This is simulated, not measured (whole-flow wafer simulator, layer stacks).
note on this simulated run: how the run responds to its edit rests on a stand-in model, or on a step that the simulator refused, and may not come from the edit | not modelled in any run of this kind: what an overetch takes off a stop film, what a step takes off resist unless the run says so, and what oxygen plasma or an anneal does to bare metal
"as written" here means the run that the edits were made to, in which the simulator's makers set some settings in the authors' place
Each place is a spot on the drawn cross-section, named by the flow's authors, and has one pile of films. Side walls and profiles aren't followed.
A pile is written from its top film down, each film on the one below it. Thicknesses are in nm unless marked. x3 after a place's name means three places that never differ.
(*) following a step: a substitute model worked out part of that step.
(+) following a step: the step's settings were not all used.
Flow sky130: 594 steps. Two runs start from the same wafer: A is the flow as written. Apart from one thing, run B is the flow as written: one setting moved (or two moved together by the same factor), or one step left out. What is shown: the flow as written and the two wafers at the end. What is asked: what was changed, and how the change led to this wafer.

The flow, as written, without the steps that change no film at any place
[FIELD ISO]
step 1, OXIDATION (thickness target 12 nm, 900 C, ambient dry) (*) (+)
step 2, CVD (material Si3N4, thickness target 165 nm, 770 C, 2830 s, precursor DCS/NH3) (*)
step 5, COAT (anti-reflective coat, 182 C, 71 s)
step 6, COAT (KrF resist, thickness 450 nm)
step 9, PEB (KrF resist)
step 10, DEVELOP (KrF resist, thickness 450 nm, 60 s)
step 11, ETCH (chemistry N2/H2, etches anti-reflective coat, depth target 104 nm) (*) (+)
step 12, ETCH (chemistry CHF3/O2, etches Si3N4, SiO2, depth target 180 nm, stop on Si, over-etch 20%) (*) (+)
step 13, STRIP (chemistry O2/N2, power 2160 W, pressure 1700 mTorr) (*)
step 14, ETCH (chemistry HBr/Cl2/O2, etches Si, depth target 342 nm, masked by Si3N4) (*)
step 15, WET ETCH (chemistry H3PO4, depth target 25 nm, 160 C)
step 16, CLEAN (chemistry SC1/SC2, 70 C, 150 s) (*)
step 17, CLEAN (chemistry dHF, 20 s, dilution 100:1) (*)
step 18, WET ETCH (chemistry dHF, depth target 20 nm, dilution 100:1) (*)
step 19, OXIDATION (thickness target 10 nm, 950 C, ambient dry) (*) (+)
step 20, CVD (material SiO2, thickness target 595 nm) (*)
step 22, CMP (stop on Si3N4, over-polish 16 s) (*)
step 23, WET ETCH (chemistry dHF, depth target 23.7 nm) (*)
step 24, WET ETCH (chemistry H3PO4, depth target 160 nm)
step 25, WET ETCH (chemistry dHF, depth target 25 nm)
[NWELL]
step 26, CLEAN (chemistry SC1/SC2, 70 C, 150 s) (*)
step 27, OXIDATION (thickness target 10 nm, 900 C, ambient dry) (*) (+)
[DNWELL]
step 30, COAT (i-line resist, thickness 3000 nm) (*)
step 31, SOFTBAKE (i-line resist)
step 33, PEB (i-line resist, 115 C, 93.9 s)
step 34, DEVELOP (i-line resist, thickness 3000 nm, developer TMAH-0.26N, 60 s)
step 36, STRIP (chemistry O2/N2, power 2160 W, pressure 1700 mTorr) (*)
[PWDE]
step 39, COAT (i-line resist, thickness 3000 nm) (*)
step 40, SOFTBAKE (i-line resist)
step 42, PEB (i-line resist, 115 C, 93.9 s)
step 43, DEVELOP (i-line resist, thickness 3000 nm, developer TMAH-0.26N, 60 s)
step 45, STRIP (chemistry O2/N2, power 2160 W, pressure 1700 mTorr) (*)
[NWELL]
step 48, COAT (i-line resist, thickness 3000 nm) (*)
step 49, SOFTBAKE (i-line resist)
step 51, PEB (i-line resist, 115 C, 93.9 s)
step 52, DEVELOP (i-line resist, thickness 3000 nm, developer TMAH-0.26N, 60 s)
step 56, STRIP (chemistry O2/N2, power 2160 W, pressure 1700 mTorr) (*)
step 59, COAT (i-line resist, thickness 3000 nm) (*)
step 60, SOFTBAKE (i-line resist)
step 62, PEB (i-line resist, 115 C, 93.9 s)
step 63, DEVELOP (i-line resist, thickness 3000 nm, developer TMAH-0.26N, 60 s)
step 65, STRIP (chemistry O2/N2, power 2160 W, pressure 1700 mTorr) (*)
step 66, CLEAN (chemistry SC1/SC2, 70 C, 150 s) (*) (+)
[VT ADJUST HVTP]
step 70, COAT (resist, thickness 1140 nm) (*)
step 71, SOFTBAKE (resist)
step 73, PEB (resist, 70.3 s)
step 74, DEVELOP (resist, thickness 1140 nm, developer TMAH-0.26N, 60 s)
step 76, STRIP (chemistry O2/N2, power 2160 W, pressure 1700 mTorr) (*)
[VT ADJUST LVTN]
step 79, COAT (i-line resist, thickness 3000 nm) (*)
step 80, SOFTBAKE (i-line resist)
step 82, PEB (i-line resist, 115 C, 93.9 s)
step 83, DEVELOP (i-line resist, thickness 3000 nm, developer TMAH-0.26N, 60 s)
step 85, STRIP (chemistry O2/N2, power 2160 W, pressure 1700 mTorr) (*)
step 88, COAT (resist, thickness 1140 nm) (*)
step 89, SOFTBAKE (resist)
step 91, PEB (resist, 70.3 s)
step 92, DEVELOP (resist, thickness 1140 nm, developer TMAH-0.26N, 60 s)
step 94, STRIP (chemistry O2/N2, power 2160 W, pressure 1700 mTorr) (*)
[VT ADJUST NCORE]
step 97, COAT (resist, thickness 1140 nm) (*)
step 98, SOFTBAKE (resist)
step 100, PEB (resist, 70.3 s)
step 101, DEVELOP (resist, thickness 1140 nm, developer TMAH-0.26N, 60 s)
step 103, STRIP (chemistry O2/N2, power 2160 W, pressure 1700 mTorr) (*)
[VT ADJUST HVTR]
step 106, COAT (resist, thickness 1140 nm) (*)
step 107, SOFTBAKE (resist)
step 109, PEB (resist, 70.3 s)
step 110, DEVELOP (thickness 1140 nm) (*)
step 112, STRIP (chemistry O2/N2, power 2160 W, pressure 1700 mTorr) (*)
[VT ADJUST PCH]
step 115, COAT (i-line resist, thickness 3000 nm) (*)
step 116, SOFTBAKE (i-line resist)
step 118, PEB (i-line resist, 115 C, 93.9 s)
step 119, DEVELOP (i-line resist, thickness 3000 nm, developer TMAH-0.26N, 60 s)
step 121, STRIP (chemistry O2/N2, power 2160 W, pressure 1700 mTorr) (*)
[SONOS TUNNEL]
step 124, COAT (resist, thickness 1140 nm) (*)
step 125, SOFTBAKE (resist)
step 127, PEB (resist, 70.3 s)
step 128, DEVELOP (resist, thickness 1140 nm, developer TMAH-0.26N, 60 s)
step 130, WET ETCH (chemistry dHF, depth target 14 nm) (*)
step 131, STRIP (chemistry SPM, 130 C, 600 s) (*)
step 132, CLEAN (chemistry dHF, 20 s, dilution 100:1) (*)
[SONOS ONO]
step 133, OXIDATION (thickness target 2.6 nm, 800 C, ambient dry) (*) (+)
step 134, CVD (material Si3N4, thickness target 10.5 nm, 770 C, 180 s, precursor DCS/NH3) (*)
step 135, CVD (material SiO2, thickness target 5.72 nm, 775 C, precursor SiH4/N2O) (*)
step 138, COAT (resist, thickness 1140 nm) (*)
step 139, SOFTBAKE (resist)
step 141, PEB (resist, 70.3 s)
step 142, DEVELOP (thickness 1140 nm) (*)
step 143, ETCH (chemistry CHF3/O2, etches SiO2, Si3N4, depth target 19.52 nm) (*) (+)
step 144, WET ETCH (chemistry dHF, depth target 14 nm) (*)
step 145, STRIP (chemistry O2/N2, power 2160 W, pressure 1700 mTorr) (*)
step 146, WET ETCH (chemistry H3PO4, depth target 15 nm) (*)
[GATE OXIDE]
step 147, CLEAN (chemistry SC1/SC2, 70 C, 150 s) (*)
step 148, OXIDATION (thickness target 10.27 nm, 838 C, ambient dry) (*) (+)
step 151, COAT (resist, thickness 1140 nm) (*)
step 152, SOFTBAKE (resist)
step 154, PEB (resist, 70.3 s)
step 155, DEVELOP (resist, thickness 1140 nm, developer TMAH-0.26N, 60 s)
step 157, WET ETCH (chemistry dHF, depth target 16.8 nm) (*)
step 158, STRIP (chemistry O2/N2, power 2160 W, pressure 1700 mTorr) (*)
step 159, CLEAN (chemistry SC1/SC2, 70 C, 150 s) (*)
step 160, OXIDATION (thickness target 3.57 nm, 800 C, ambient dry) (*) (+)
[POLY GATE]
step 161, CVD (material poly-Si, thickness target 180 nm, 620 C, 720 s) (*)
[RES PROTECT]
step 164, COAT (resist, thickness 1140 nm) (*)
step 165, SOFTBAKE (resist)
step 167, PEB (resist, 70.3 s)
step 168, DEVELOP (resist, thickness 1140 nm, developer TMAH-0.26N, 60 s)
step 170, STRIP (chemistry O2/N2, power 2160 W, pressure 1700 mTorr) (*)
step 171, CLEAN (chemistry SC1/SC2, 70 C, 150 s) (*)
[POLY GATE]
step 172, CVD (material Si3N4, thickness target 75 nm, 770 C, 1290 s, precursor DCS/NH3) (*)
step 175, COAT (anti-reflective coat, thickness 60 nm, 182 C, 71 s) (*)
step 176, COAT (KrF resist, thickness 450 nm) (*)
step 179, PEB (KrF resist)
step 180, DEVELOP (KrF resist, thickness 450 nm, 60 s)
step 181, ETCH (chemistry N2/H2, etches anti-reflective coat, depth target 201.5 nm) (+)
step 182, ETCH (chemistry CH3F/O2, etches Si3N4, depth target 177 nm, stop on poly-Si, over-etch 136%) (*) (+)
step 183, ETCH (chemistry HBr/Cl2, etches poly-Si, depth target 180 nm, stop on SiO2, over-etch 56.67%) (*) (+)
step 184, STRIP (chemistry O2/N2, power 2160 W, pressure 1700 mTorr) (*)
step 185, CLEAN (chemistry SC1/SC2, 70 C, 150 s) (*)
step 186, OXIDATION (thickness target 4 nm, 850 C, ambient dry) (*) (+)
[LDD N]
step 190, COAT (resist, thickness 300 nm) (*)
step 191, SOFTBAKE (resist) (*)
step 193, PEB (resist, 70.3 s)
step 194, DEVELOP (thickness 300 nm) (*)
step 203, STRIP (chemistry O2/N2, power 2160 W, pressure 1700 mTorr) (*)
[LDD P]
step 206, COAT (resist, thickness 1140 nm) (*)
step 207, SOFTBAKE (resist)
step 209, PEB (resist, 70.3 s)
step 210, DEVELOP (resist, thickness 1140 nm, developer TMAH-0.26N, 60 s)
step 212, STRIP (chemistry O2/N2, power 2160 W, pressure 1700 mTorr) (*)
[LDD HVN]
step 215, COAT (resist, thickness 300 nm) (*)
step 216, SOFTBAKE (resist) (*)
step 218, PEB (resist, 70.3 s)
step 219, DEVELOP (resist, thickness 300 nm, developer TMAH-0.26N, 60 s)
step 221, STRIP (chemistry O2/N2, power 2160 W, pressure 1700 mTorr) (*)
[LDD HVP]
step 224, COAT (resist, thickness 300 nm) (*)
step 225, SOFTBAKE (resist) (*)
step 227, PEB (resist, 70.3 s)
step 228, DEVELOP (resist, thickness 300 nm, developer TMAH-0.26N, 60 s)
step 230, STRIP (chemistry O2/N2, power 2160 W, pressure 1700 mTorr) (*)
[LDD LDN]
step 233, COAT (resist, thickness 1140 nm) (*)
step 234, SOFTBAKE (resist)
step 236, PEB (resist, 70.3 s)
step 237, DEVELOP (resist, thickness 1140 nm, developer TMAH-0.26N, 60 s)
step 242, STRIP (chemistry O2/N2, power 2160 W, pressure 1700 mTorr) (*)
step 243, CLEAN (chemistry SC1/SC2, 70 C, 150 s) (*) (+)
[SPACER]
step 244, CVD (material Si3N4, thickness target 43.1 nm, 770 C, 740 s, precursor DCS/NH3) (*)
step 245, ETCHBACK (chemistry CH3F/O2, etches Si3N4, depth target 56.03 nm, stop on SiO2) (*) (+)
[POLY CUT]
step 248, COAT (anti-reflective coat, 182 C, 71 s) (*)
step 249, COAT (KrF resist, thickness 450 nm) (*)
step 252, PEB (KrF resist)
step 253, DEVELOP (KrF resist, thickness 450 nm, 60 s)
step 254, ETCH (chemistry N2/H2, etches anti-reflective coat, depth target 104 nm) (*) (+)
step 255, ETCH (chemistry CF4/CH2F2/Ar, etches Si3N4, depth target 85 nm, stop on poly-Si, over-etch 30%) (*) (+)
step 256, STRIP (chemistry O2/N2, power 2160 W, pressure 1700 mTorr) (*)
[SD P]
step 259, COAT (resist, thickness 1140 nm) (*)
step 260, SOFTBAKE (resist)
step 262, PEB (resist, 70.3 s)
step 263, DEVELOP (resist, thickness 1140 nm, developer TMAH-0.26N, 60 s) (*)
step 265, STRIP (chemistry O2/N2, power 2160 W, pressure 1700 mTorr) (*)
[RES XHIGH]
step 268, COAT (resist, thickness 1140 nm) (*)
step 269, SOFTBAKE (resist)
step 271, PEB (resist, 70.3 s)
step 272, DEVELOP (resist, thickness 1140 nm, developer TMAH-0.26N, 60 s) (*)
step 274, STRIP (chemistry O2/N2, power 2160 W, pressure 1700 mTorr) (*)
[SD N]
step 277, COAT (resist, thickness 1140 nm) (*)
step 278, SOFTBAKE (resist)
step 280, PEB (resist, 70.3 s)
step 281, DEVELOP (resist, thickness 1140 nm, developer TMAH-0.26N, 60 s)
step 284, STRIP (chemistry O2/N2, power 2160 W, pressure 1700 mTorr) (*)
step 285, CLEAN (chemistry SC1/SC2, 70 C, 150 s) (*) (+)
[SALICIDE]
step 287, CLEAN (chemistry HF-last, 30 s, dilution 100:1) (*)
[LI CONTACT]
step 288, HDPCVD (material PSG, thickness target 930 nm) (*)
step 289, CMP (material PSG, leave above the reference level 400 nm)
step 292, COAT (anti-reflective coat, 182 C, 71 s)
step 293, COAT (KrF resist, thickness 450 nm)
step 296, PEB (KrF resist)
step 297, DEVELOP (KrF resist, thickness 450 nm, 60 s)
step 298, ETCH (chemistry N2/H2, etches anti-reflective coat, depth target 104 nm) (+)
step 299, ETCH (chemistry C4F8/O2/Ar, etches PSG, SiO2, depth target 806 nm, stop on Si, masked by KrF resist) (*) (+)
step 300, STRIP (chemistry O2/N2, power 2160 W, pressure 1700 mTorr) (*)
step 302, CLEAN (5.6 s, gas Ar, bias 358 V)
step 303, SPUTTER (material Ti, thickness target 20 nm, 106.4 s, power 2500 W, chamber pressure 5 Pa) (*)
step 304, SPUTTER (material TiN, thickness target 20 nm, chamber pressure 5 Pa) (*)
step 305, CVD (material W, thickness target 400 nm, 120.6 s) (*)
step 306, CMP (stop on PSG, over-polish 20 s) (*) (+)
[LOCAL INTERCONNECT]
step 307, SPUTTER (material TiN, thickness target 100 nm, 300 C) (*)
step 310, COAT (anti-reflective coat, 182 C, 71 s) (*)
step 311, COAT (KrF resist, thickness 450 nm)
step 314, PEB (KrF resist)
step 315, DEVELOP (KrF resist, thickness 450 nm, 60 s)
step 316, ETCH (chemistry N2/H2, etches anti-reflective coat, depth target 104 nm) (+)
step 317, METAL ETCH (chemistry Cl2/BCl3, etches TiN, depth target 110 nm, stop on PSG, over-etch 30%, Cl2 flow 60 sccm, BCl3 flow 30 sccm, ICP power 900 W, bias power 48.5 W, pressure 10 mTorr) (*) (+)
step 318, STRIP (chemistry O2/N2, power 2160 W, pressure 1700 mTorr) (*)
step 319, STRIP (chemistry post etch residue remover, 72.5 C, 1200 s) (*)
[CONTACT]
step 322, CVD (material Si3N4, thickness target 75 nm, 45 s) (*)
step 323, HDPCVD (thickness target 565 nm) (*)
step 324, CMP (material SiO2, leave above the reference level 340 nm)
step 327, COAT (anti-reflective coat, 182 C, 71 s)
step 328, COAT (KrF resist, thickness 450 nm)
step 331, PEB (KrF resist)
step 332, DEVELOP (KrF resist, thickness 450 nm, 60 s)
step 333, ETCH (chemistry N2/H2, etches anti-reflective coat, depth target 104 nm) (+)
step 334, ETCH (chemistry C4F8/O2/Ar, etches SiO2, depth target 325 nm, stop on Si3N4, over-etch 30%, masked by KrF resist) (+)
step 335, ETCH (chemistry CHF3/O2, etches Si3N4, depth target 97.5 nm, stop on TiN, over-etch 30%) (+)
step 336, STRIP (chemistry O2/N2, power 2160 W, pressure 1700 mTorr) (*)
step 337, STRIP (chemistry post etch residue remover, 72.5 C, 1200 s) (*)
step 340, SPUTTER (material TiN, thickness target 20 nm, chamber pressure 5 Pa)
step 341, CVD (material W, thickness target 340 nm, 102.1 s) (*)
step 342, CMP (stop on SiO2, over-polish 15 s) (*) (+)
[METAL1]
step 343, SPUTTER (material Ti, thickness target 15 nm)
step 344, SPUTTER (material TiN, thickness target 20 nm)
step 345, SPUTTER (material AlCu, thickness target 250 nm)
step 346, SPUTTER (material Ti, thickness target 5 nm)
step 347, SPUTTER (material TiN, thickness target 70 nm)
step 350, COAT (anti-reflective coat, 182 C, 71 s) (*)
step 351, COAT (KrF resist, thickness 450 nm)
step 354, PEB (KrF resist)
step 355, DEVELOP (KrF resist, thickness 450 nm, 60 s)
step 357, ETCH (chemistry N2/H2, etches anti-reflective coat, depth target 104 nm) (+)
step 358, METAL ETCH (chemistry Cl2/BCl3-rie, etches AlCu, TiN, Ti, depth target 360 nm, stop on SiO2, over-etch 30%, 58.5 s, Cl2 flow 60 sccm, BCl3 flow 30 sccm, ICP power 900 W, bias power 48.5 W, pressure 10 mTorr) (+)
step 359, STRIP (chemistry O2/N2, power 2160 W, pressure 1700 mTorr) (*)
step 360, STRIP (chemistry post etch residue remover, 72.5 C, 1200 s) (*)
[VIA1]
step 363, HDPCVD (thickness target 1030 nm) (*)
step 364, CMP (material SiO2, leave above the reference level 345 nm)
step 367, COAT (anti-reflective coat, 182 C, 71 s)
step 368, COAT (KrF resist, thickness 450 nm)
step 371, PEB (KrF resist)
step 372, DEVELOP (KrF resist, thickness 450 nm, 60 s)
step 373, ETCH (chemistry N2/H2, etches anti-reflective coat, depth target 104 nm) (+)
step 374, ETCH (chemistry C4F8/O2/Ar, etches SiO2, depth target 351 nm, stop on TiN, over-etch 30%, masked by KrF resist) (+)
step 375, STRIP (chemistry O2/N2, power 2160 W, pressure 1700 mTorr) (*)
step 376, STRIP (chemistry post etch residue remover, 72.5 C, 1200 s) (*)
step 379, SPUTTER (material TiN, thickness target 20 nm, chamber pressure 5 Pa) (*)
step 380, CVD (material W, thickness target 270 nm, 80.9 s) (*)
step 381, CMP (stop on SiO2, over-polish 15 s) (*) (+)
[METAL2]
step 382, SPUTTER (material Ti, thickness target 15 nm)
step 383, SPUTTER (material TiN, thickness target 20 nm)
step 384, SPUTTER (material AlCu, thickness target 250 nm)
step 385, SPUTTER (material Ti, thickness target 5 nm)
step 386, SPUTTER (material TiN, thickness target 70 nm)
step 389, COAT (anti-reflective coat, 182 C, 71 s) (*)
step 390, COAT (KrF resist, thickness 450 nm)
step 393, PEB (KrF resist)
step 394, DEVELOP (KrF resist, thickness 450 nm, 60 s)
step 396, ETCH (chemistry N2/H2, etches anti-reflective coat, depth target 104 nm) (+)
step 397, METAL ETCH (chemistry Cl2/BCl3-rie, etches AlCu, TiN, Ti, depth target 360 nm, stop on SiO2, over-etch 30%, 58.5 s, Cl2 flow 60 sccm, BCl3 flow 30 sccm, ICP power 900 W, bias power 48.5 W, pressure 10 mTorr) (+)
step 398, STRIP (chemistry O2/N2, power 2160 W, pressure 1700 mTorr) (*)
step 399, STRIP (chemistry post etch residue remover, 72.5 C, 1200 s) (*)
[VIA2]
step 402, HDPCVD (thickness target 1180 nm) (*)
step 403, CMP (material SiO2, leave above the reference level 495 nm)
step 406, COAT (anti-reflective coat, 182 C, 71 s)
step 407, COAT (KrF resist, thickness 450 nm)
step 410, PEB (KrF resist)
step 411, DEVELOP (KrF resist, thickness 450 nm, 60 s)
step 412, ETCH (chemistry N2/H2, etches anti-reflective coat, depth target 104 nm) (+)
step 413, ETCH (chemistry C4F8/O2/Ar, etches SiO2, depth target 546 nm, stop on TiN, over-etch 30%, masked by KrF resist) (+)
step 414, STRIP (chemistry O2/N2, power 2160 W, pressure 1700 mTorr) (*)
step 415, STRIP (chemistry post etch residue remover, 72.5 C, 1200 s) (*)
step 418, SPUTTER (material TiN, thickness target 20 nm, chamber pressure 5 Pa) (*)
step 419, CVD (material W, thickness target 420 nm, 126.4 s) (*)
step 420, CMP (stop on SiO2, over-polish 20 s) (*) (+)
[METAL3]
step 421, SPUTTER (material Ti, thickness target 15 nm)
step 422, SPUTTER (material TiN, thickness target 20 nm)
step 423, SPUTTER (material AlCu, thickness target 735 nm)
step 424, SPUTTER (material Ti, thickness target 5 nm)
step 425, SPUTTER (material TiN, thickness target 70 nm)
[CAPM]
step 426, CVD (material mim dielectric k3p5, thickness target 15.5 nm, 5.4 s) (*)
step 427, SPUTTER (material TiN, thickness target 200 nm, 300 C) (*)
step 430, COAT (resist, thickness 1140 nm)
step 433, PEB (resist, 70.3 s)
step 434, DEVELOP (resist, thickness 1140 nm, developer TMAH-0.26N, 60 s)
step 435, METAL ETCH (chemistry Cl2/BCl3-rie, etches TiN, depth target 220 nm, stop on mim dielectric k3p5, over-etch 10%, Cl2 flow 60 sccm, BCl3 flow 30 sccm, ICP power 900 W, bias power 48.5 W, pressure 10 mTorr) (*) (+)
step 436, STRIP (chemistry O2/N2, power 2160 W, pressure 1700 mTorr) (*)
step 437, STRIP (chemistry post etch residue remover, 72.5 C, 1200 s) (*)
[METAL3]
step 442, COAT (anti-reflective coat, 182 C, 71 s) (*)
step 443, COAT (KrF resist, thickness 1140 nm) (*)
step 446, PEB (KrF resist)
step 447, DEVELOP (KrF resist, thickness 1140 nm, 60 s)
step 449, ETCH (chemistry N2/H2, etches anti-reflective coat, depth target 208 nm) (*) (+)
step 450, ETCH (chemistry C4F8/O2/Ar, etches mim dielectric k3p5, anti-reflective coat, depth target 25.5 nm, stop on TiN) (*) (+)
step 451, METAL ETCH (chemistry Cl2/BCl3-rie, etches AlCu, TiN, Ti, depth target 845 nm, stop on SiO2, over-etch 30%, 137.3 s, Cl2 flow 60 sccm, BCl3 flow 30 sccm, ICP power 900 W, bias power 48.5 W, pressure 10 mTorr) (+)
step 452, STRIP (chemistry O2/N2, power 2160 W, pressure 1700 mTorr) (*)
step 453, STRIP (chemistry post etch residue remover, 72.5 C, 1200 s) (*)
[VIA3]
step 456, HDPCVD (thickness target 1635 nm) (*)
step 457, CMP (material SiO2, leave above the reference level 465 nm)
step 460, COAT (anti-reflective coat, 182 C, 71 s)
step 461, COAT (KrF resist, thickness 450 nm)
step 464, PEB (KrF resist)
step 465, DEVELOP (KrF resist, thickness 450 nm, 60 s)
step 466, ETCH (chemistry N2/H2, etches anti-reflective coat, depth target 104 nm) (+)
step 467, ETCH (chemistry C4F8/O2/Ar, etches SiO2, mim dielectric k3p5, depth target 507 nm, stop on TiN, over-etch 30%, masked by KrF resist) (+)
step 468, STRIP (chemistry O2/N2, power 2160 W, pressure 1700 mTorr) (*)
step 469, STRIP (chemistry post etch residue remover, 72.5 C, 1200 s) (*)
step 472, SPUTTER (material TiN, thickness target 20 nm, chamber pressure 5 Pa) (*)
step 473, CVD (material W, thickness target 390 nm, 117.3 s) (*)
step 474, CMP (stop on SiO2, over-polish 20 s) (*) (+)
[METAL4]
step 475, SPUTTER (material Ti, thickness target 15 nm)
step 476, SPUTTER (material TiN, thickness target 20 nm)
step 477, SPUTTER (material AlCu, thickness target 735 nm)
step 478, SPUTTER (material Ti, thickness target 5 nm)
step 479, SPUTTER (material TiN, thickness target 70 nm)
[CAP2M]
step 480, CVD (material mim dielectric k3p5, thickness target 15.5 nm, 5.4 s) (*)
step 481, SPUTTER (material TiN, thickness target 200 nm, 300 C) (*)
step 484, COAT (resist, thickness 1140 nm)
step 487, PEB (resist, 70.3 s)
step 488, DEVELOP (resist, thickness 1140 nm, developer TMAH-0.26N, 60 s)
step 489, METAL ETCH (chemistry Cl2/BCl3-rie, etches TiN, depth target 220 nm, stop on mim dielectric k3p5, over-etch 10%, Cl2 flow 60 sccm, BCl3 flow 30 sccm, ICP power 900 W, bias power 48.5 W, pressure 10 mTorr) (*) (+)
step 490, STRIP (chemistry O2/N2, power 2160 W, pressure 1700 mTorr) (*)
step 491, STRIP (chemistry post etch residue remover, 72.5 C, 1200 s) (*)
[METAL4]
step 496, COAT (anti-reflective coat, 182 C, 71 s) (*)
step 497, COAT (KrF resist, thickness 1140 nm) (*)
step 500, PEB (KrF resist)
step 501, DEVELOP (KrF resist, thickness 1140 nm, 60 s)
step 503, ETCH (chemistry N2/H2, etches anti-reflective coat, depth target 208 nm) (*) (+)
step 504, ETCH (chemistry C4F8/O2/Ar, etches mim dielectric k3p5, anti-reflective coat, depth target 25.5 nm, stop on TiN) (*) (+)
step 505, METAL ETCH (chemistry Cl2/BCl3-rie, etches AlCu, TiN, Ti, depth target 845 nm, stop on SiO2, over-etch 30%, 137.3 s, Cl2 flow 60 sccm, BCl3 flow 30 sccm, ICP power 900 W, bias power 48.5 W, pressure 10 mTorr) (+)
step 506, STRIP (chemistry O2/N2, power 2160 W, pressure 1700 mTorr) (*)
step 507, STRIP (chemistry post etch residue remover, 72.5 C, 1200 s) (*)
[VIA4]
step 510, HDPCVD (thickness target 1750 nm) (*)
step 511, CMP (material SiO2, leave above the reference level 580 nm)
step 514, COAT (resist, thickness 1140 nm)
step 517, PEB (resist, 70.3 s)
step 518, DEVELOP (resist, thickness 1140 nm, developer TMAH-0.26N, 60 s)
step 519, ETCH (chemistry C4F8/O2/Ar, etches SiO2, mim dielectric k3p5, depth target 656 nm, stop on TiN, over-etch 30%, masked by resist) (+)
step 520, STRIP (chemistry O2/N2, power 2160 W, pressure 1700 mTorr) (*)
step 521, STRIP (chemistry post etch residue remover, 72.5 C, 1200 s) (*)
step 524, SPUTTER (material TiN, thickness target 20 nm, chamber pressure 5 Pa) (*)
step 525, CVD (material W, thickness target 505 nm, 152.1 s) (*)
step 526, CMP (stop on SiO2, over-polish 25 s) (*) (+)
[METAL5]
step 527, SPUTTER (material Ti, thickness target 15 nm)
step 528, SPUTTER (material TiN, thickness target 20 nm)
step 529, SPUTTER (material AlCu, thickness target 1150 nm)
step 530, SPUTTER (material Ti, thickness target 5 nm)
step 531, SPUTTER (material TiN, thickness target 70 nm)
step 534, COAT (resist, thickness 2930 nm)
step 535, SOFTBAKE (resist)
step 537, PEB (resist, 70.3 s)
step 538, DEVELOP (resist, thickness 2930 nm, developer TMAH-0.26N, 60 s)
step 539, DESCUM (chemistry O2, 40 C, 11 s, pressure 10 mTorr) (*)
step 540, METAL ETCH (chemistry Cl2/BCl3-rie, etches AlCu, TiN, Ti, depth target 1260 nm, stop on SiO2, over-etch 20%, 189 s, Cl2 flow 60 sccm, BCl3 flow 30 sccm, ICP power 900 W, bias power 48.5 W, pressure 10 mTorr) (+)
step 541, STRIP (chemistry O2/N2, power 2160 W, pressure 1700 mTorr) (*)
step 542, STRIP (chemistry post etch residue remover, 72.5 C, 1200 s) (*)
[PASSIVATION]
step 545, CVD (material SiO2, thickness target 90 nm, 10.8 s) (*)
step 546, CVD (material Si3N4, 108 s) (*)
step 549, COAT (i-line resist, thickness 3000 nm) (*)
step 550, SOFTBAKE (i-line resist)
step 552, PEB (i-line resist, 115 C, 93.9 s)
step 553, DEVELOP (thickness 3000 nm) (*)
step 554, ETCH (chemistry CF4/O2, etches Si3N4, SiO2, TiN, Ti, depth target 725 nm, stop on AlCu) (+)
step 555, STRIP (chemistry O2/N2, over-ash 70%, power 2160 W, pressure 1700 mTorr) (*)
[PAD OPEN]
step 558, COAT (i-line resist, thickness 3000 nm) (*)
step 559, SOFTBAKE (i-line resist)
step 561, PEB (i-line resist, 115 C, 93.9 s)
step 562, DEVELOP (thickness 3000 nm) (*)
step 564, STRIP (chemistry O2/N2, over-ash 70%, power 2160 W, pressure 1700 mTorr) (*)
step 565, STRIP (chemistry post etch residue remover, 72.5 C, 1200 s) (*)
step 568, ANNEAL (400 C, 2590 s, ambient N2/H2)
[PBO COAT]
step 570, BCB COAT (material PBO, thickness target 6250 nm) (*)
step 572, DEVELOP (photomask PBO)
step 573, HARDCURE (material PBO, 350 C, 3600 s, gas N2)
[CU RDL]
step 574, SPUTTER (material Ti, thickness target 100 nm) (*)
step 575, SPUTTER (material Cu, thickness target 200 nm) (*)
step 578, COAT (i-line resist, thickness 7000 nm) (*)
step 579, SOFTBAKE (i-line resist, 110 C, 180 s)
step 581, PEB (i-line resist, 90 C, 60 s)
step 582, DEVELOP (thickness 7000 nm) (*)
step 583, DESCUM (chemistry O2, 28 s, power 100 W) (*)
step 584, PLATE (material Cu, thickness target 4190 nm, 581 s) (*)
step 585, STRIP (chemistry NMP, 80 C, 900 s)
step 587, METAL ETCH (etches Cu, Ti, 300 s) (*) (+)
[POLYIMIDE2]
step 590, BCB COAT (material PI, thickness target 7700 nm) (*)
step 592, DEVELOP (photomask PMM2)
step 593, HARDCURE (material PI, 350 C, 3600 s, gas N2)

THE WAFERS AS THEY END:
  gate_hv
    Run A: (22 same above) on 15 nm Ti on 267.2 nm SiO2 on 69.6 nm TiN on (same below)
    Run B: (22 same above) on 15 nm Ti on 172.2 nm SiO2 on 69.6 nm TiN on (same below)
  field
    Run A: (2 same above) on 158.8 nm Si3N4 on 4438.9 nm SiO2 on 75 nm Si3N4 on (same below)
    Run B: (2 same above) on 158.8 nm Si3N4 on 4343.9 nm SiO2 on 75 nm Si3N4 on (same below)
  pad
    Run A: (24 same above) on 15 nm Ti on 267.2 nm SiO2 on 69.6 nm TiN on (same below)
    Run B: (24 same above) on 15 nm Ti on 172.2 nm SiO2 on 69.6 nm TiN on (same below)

The reason: step 364, CMP: leave above the reference level 250 nm was run, though the flow has leave above the reference level 345 nm.

Step by step, how the change led to this:
  step 364, CMP (material SiO2, leave above the reference level 345 nm)
      n_well, p_well, gate_hv and 100 more: A -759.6 SiO2 | B -854.6 SiO2
      field, active, gate and 81 more: A -389.1 SiO2 | B -484.1 SiO2
      (also at 4 further places)
  step 374, ETCH (chemistry C4F8/O2/Ar, etches SiO2, depth target 351 nm, stop on TiN, over-etch 30%, masked by KrF resist) (+)
      field, active, n_well and 186 more: A -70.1 KrF resist | B -45.4 KrF resist
      m1, via1_hole: A -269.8 SiO2 (all of it) | B -174.8 SiO2 (all of it)
  step 375, STRIP (chemistry O2/N2, power 2160 W, pressure 1700 mTorr) (*)
      field, active, n_well and 186 more: A -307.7 KrF resist (all of it), -80 anti-reflective coat (all of it) | B -332.4 KrF resist (all of it), -80 anti-reflective coat (all of it)
  step 379, SPUTTER (material TiN, thickness target 20 nm, chamber pressure 5 Pa) (*)
      m1: A +11 TiN | B +12.9 TiN
      via1_hole: A +10.9 TiN | B +12.9 TiN
  step 380, CVD (material W, thickness target 270 nm, 80.9 s) (*)
      m1, via1_hole: A +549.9 W (new film) | B +452.9 W (new film)
